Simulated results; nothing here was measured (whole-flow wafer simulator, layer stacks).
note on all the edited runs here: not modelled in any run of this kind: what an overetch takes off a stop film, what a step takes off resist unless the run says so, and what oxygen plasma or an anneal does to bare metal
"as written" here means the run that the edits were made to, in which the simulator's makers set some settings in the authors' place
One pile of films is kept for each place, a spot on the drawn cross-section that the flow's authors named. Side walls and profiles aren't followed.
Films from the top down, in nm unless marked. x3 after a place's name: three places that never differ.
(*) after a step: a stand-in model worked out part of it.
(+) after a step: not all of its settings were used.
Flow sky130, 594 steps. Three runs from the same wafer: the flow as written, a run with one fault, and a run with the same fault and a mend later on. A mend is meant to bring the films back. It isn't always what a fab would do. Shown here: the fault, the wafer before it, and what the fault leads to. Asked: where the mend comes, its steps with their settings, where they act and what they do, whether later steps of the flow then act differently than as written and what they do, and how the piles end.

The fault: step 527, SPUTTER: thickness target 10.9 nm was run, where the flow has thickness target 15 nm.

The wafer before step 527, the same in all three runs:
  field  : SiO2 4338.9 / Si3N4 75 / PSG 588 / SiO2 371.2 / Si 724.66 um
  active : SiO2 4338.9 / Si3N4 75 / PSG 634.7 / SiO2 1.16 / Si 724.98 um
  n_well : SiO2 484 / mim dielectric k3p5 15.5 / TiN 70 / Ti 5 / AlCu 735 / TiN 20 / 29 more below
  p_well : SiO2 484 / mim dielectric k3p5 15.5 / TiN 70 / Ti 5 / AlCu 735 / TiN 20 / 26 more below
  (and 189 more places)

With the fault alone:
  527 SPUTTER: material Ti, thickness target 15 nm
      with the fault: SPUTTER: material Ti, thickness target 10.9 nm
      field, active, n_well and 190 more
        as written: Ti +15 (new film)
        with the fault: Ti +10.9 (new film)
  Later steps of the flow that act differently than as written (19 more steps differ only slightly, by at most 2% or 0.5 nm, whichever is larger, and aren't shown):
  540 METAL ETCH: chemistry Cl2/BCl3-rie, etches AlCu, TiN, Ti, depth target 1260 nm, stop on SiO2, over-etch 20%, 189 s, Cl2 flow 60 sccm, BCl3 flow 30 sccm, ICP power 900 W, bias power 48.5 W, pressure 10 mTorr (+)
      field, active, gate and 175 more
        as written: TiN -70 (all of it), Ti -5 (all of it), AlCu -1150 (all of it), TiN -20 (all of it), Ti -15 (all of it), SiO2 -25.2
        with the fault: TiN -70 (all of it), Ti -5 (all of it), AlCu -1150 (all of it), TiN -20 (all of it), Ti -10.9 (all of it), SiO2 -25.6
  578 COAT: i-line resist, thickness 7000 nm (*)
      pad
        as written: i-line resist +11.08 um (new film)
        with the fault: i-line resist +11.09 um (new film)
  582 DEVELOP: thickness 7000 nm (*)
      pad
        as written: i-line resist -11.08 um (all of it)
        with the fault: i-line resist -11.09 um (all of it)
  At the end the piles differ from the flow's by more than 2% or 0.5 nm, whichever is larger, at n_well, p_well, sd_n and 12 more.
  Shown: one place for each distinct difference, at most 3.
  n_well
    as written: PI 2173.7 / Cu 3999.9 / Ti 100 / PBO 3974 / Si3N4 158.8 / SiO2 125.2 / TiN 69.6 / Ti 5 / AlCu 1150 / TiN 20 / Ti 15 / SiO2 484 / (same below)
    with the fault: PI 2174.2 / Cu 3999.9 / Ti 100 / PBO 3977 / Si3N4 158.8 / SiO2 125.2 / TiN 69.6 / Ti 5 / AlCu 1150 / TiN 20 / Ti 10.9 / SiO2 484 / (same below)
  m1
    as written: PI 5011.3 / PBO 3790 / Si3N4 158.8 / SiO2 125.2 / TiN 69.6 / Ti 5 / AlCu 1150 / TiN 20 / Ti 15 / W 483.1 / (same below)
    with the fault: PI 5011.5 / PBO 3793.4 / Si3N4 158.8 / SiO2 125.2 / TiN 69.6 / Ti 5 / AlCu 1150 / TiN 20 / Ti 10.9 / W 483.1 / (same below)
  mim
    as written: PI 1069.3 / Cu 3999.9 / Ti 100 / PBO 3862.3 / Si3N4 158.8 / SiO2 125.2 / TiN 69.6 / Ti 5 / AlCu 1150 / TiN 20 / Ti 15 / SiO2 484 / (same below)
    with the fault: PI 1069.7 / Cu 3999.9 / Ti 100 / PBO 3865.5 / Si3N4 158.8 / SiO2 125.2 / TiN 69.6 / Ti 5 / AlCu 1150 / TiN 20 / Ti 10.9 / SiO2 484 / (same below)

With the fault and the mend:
  The mend comes after step 527.
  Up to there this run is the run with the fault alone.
  527a SPUTTER: material Ti, thickness target 4.1 nm (the flow's step 527 once more, with other settings)
      field, active, n_well and 190 more
        Ti +4.1
  No later step of the flow acts differently than as written at any place that is followed.
  At the end the piles are the same as the flow's at every place that both follow.
